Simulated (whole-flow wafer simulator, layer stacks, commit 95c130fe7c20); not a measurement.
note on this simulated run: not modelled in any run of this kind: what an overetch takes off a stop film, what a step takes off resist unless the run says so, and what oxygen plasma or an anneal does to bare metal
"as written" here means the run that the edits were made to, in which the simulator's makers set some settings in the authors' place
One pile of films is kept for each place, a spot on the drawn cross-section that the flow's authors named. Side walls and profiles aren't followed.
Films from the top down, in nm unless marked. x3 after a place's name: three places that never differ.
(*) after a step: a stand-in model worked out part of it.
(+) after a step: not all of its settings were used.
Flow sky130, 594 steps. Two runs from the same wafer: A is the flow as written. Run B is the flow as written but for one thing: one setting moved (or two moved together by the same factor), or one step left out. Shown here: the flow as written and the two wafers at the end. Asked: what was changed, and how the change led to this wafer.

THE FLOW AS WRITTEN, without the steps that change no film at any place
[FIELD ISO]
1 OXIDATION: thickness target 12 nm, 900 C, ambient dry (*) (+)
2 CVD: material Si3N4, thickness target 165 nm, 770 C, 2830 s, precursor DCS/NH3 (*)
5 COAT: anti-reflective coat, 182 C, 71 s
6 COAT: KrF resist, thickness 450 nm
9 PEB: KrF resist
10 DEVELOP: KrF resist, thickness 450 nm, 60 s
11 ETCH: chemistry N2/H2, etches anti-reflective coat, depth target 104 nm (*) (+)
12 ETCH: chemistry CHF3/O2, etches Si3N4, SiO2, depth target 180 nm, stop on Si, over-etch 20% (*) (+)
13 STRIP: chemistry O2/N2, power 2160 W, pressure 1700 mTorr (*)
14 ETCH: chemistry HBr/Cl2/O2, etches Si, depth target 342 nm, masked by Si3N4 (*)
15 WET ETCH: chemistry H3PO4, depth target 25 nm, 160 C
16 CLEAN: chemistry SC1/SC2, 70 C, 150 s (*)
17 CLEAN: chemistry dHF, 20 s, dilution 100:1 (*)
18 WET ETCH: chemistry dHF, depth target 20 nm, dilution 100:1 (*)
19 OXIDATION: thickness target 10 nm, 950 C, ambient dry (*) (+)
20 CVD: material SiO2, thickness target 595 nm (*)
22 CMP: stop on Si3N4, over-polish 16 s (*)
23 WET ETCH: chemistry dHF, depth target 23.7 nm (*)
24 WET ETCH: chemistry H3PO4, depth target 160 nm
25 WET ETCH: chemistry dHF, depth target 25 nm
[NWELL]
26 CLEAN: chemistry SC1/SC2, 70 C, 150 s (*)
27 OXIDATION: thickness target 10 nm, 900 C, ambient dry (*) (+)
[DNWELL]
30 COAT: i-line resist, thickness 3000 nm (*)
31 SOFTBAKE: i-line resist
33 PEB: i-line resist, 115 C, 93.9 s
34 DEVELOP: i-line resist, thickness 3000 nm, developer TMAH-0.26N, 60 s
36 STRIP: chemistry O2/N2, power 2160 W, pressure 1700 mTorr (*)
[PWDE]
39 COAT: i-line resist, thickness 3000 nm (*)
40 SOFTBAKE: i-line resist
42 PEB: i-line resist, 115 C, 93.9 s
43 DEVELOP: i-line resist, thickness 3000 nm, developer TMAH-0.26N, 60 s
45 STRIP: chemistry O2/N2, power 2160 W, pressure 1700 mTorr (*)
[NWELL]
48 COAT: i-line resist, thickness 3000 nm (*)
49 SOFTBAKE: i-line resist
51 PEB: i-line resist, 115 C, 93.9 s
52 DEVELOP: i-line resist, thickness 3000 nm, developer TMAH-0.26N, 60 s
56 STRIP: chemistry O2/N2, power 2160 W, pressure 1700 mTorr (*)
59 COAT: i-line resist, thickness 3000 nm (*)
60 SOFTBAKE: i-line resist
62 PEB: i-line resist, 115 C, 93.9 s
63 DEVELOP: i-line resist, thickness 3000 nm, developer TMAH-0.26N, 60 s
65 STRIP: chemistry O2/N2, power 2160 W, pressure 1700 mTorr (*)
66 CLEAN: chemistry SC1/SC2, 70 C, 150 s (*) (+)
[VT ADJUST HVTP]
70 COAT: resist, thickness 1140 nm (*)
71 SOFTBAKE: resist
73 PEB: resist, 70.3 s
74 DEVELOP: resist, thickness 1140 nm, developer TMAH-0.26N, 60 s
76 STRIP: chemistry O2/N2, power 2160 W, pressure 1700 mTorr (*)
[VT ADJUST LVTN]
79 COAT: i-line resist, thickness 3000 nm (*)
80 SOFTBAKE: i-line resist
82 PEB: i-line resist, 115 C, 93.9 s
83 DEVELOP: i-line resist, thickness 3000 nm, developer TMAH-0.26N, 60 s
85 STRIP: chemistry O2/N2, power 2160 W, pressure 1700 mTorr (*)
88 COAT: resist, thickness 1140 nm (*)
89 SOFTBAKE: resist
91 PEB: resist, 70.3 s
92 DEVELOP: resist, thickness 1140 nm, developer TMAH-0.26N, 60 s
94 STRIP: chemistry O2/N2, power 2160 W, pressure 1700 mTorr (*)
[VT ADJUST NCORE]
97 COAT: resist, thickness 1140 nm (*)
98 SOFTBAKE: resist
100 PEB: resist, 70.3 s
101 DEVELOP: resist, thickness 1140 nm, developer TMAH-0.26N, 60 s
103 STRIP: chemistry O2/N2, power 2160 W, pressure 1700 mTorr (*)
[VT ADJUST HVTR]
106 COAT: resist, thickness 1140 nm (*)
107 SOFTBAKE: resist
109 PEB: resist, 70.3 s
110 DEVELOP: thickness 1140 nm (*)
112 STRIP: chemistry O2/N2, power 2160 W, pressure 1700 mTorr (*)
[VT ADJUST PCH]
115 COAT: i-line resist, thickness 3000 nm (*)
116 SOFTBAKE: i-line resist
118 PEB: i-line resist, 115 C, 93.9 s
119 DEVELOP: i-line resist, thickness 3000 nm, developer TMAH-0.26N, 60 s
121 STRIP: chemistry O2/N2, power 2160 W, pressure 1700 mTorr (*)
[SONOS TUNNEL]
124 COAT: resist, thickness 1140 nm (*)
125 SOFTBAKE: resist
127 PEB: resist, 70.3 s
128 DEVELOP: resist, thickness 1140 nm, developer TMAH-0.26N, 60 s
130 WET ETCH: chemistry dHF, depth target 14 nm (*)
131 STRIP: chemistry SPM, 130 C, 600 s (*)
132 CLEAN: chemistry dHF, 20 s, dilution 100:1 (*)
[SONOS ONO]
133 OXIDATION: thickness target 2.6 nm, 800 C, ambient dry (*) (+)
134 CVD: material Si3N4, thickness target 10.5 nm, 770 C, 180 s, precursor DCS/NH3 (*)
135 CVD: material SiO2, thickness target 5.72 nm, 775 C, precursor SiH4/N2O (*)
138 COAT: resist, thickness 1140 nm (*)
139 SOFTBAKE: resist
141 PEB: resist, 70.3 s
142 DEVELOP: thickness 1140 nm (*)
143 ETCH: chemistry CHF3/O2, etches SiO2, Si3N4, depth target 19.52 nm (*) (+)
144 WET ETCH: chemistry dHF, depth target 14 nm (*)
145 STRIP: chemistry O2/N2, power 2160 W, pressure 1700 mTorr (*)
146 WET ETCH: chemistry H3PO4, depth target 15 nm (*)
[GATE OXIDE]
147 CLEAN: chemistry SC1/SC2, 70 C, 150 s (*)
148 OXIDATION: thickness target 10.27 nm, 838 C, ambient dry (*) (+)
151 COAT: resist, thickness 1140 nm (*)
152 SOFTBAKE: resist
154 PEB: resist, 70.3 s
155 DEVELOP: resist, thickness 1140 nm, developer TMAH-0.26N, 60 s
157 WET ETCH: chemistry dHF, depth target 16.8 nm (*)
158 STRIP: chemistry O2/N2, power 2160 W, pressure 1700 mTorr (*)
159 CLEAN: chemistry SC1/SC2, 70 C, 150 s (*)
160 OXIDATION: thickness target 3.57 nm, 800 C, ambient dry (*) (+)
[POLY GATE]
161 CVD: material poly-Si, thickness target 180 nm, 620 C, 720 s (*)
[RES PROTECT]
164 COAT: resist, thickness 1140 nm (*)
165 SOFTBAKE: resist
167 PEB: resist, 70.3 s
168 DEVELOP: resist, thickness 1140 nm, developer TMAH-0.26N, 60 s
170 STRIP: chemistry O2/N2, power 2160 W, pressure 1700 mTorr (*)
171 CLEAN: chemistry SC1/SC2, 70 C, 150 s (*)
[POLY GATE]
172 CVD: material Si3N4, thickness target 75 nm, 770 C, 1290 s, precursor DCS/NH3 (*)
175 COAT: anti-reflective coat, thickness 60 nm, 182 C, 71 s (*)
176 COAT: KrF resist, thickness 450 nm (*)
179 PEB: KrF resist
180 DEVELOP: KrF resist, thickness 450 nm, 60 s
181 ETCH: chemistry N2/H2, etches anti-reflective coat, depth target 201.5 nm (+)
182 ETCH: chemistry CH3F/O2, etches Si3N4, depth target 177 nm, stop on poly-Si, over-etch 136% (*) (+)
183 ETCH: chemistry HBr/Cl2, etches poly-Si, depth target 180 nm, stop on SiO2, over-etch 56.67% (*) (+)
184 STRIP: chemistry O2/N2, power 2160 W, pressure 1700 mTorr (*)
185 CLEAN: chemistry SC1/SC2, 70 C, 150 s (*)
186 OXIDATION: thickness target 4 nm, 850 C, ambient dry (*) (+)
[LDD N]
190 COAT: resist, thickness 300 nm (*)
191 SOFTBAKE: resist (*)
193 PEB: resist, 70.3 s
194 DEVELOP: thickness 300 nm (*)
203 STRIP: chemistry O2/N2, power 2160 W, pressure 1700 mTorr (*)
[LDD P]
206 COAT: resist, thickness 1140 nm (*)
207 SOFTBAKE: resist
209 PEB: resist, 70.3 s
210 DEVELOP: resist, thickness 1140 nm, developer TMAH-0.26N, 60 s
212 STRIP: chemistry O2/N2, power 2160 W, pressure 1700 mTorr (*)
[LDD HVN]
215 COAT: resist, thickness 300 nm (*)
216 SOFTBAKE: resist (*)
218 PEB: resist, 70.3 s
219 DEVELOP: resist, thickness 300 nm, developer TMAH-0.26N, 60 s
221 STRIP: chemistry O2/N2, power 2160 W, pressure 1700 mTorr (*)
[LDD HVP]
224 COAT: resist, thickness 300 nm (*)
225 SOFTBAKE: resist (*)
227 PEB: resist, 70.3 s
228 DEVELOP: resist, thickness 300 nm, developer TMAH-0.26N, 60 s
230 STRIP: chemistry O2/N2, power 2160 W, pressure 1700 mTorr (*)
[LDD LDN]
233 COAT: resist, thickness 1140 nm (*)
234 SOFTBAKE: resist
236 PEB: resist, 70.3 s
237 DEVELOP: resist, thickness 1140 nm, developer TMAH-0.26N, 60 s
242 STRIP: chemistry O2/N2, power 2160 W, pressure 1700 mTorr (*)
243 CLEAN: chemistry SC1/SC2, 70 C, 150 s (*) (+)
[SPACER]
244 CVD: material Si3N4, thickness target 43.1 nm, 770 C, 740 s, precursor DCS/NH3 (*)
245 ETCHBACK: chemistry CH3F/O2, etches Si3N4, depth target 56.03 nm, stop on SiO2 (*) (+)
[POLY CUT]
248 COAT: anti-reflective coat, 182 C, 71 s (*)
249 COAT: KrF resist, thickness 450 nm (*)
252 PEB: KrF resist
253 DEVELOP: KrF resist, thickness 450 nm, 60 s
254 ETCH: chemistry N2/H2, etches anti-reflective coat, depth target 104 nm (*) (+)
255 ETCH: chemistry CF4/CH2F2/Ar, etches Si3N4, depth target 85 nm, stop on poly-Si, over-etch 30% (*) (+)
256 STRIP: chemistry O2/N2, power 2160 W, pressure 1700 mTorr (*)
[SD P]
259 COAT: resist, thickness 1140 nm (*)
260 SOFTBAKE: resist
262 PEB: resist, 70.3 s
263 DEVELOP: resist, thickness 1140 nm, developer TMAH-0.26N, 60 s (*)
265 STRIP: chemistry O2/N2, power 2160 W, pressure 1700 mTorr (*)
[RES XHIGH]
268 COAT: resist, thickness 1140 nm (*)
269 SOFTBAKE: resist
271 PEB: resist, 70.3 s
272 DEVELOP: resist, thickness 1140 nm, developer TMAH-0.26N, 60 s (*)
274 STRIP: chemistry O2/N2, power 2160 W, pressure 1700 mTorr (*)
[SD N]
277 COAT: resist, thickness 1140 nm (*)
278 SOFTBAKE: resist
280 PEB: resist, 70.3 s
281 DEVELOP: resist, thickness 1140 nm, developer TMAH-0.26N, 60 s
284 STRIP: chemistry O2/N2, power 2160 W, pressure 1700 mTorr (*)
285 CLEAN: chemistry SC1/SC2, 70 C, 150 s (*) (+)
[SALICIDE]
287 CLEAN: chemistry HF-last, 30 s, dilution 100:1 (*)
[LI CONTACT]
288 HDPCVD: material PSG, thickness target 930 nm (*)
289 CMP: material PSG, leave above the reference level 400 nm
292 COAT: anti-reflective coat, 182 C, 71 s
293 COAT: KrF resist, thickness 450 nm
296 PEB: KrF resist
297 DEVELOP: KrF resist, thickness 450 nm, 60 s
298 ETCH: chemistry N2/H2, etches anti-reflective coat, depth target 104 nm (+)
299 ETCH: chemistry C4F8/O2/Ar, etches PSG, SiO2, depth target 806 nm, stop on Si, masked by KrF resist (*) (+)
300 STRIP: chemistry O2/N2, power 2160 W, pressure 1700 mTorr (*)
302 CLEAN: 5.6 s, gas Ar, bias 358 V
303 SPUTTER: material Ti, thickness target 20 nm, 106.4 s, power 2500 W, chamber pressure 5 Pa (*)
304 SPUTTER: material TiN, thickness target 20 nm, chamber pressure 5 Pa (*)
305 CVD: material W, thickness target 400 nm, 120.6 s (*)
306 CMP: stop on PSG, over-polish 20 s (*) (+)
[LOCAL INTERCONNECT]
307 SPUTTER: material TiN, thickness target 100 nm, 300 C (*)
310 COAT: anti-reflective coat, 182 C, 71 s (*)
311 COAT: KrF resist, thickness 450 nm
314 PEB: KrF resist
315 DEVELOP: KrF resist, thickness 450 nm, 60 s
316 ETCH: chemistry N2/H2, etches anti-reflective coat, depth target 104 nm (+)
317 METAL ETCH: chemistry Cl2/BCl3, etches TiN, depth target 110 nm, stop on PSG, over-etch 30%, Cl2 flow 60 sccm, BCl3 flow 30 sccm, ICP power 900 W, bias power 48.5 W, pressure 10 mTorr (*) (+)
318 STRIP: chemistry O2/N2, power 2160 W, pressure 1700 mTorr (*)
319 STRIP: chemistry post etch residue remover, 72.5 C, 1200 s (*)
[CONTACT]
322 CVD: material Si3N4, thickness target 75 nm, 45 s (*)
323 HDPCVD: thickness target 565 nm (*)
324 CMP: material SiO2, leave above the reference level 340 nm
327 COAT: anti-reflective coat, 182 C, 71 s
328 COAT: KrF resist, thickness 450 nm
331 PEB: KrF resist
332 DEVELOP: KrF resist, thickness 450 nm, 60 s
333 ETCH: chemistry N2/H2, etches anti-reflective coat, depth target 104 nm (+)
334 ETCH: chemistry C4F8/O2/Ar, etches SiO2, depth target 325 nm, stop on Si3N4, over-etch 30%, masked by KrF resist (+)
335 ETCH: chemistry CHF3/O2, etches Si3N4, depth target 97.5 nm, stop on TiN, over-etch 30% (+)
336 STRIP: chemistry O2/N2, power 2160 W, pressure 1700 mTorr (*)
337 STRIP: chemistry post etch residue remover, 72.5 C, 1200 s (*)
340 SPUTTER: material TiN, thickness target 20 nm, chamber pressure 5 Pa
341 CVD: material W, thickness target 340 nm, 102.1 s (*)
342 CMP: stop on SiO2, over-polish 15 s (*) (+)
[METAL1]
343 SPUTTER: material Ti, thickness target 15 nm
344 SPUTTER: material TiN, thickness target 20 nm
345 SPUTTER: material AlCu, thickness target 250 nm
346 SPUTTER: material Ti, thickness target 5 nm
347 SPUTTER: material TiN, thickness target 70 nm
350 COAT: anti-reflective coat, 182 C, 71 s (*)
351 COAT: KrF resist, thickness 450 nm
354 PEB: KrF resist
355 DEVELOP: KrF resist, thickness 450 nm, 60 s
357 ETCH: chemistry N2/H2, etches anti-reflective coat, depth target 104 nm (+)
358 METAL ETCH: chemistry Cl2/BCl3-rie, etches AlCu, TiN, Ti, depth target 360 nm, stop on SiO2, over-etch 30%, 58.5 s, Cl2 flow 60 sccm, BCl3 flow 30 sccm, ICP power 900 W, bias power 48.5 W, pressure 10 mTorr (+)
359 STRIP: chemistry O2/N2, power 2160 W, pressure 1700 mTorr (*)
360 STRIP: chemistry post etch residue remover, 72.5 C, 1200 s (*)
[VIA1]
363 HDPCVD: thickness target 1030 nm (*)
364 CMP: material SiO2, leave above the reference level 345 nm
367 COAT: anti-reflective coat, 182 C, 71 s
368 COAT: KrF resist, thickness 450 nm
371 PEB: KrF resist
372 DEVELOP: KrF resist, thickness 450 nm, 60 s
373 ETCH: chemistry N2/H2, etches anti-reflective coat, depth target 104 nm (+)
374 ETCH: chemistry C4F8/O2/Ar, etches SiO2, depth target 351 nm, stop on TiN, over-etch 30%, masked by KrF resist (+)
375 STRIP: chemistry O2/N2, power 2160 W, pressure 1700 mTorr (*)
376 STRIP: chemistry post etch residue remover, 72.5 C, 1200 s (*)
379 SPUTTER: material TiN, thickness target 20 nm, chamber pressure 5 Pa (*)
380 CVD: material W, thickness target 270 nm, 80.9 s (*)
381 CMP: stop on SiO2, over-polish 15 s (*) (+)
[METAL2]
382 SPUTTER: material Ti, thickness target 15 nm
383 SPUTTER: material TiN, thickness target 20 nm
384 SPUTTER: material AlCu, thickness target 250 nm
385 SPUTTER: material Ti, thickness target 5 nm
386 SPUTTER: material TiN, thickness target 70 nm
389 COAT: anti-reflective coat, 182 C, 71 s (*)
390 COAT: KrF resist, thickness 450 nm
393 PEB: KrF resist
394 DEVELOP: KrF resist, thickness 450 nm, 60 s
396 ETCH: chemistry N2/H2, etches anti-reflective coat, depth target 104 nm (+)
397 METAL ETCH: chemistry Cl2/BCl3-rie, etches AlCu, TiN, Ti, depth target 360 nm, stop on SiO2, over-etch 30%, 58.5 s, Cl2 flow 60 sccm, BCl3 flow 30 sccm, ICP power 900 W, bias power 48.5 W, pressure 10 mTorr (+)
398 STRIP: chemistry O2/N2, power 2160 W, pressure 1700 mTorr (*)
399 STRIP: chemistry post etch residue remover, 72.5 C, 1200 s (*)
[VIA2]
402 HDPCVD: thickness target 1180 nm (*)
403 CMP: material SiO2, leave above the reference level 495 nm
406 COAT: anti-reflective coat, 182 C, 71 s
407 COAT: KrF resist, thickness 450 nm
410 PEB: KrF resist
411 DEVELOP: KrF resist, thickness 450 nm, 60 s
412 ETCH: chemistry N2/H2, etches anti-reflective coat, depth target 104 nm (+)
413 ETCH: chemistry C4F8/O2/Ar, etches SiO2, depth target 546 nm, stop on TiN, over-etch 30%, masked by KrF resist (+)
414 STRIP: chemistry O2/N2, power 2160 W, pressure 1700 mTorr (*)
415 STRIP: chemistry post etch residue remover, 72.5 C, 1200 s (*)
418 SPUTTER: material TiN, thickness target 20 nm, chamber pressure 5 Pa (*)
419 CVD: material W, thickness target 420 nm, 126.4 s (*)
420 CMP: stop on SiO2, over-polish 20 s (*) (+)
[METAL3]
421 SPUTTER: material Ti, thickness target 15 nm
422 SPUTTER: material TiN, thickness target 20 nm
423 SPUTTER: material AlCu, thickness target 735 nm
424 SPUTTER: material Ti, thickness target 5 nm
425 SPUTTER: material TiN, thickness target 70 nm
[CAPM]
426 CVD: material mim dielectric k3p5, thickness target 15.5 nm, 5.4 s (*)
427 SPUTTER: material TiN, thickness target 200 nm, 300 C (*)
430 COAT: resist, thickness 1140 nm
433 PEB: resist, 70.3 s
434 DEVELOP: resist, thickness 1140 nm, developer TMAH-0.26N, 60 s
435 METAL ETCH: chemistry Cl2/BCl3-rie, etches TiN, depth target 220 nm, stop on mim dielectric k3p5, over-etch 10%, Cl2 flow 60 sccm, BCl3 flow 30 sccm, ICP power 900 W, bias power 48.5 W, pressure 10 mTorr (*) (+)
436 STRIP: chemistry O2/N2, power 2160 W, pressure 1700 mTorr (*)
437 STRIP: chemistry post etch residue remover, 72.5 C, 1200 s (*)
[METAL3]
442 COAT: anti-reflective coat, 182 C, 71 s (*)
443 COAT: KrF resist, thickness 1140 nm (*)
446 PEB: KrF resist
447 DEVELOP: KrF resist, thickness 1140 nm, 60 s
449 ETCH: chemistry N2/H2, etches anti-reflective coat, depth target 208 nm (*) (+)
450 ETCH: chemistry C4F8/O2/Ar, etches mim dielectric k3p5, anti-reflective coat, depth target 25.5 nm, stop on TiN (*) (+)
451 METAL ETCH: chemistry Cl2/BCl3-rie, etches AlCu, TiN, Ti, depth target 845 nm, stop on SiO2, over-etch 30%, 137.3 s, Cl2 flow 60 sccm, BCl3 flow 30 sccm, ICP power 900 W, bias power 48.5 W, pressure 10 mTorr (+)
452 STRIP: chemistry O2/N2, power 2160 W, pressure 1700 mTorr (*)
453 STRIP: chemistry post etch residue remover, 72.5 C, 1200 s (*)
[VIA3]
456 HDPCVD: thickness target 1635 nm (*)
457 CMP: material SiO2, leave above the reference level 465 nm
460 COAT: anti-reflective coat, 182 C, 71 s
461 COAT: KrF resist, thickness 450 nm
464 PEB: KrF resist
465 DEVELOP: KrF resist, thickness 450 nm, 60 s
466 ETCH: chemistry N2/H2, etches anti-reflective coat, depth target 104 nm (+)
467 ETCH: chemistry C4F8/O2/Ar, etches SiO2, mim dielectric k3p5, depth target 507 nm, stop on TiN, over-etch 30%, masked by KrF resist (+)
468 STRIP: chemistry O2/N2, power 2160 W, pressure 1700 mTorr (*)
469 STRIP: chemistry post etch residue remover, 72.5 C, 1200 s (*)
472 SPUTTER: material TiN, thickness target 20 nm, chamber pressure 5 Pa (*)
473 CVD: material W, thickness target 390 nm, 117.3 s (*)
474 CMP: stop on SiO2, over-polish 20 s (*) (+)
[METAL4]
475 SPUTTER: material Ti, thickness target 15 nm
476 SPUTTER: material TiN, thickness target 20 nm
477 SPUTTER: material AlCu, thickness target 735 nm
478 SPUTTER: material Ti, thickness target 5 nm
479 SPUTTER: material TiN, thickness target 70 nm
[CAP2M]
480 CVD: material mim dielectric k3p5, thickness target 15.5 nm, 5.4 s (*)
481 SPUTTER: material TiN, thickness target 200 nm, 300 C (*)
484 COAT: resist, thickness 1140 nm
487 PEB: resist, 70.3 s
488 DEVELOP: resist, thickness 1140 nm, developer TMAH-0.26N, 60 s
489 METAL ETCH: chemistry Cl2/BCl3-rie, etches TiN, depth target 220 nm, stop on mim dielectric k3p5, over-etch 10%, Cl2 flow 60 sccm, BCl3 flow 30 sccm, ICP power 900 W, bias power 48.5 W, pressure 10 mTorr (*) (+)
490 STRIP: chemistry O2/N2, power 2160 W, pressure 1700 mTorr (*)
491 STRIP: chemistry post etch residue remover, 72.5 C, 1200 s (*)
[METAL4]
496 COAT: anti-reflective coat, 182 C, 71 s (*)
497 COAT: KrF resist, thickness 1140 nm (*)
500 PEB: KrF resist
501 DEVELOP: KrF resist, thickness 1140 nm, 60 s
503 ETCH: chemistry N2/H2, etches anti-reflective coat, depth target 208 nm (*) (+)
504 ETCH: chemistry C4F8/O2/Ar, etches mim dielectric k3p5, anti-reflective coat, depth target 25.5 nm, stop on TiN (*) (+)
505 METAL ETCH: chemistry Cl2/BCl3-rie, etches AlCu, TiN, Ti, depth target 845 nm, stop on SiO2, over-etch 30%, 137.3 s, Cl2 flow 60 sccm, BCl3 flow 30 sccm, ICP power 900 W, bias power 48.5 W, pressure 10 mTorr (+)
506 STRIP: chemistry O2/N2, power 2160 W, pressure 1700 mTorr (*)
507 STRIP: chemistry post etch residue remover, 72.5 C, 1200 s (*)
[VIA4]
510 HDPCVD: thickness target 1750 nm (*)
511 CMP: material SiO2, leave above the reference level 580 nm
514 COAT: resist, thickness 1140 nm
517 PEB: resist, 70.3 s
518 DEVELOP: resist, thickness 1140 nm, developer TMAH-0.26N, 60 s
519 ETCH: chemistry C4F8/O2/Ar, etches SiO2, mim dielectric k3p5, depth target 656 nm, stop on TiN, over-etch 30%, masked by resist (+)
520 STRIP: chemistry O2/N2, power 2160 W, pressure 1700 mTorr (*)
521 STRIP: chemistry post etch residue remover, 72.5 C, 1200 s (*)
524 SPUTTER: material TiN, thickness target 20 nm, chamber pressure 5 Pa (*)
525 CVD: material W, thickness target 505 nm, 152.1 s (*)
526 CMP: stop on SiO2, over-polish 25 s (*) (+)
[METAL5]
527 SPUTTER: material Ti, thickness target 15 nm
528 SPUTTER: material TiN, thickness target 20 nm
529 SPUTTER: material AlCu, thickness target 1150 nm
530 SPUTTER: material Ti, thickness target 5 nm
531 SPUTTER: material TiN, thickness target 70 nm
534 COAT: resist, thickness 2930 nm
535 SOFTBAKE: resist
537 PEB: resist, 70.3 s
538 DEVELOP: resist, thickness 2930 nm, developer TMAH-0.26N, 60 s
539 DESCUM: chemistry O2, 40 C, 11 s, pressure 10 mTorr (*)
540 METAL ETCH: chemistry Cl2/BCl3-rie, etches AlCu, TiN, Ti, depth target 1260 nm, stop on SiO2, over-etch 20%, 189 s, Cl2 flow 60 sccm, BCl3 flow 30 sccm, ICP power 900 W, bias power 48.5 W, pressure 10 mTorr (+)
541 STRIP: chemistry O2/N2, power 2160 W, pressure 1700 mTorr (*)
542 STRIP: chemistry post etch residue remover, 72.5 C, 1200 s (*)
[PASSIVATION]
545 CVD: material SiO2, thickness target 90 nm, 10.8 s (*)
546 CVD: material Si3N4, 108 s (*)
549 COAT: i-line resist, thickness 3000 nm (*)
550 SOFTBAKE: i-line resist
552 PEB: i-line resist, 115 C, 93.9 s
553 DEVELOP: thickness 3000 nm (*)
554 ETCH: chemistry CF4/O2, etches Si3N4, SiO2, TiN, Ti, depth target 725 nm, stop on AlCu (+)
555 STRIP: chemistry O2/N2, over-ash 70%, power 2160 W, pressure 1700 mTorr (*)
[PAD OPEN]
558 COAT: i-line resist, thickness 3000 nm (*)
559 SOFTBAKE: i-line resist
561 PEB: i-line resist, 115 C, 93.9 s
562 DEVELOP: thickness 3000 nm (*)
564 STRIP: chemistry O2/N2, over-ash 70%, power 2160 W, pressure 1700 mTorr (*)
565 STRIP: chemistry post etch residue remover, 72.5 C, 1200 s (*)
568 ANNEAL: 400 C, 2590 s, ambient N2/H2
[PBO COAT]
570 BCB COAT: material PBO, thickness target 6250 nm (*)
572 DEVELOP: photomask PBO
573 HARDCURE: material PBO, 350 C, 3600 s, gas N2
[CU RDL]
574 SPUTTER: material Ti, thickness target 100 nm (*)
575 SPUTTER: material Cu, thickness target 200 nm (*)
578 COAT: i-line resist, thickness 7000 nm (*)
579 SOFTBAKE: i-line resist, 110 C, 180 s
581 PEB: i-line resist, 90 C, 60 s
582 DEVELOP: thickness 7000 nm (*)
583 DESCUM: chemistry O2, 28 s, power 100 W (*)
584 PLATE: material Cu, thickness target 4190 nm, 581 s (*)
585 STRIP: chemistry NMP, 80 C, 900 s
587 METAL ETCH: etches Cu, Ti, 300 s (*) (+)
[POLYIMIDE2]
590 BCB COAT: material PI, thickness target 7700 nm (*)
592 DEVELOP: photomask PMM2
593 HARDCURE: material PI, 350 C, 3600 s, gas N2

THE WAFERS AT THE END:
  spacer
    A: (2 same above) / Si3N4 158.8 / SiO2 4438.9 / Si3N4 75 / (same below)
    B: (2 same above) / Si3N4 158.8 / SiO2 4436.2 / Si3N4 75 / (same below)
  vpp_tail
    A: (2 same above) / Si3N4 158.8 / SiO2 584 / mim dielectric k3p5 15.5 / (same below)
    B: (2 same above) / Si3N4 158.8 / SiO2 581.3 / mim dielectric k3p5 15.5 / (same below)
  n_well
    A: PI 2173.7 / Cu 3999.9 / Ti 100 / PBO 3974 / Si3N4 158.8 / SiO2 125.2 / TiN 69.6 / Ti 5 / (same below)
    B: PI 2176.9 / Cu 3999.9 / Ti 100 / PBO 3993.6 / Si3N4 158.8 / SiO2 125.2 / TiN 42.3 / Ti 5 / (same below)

The cause: step 531, SPUTTER: thickness target 42.7 nm was run, where the flow has thickness target 70 nm.

How the change led to this, step by step:
  531 SPUTTER: material TiN, thickness target 70 nm
      field, active, n_well and 190 more: A TiN +70 (new film) | B TiN +42.7 (new film)
  540 METAL ETCH: chemistry Cl2/BCl3-rie, etches AlCu, TiN, Ti, depth target 1260 nm, stop on SiO2, over-etch 20%, 189 s, Cl2 flow 60 sccm, BCl3 flow 30 sccm, ICP power 900 W, bias power 48.5 W, pressure 10 mTorr (+)
      field, active, gate and 175 more: A TiN -70 (all of it), Ti -5 (all of it), AlCu -1150 (all of it), TiN -20 (all of it), Ti -15 (all of it), SiO2 -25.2 | B TiN -42.7 (all of it), Ti -5 (all of it), AlCu -1150 (all of it), TiN -20 (all of it), Ti -15 (all of it), SiO2 -27.9
  550 SOFTBAKE: i-line resist
      gate: A i-line resist -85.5 | B i-line resist -82.8
      spacer: A i-line resist -97.5 | B i-line resist -94.4
      (and at 51 more places)
  554 ETCH: chemistry CF4/O2, etches Si3N4, SiO2, TiN, Ti, depth target 725 nm, stop on AlCu (+)
      field, active, n_well and 189 more: A i-line resist -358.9 | B i-line resist -331.6
      pad: A Si3N4 -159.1 (all of it), SiO2 -125.2 (all of it), TiN -69.6 (all of it), Ti -5 (all of it) | B Si3N4 -159.1 (all of it), SiO2 -125.2 (all of it), TiN -42.3 (all of it), Ti -5 (all of it)
  555 STRIP: chemistry O2/N2, over-ash 70%, power 2160 W, pressure 1700 mTorr (*)
      n_well, p_well, sd_n, sd_p: A i-line resist -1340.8 (all of it) | B i-line resist -1392.1 (all of it)
      m1: A i-line resist -1364.1 (all of it) | B i-line resist -1414.9 (all of it)
      (and at 8 more places)
  559 SOFTBAKE: i-line resist
      gate: A i-line resist -85.5 | B i-line resist -82.8
      gate_hv: A i-line resist +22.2 | B i-line resist +21.5
      (and at 54 more places)
  579 SOFTBAKE: i-line resist, 110 C, 180 s
      m5_stack_ln: A i-line resist -30 | B i-line resist -29.3
